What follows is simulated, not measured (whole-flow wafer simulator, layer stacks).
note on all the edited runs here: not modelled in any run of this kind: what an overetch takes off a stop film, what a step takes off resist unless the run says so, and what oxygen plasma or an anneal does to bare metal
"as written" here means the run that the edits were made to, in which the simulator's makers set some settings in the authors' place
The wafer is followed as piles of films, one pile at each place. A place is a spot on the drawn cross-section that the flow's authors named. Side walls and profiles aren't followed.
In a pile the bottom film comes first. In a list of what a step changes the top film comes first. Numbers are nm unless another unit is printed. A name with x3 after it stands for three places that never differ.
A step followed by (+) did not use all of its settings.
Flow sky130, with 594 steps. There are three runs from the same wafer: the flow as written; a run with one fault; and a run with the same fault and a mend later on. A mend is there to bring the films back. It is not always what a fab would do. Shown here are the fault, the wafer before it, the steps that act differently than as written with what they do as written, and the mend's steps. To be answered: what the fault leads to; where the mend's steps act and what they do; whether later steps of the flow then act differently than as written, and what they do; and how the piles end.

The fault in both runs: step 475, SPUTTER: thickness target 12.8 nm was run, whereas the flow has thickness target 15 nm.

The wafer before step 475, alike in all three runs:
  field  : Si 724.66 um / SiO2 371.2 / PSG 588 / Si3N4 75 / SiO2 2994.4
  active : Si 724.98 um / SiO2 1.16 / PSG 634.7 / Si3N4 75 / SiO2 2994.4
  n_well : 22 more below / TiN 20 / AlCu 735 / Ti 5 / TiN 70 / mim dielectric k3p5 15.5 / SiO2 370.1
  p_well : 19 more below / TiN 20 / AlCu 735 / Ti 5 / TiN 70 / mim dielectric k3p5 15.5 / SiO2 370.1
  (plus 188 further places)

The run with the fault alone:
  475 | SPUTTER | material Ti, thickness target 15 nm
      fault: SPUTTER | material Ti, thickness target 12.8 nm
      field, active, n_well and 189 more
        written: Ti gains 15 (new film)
        fault: Ti gains 12.8 (new film)
  Steps later in the flow that act otherwise than as written (not shown: 14 more steps that differ only slightly, by at most 2% or 0.5 nm, whichever is larger):
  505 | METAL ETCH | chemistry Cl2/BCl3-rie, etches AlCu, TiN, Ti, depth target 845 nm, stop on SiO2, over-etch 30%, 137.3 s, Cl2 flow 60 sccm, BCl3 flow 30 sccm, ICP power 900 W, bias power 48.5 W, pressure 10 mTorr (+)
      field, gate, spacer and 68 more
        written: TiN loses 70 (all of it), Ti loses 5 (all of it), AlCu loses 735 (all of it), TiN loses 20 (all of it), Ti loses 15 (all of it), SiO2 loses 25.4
        fault: TiN loses 70 (all of it), Ti loses 5 (all of it), AlCu loses 735 (all of it), TiN loses 20 (all of it), Ti loses 12.8 (all of it), SiO2 loses 25.6
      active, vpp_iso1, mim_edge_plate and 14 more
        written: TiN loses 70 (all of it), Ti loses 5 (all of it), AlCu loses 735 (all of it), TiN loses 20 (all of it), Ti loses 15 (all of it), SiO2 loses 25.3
        fault: TiN loses 70 (all of it), Ti loses 5 (all of it), AlCu loses 735 (all of it), TiN loses 20 (all of it), Ti loses 12.8 (all of it), SiO2 loses 25.6
  By the end, the piles at n_well, p_well, gate_hv and 102 more depart from the flow's by more than 2% or 0.5 nm, whichever is larger.
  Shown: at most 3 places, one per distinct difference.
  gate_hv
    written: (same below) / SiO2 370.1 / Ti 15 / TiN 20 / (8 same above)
    fault: (same below) / SiO2 370.1 / Ti 12.8 / TiN 20 / (8 same above)
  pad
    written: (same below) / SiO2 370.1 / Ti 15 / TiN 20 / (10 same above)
    fault: (same below) / SiO2 370.1 / Ti 12.8 / TiN 20 / (10 same above)
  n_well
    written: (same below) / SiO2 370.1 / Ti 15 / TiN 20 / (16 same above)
    fault: (same below) / SiO2 370.1 / Ti 12.8 / TiN 20 / (16 same above)

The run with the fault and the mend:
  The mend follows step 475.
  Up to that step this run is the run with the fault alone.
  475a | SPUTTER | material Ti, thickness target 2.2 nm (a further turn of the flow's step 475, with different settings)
      field, active, n_well and 189 more
        Ti gains 2.2
  Every later step of the flow that is run acts as written at every place that is followed.
  At every place that both follow, the piles at the end match the flow's.
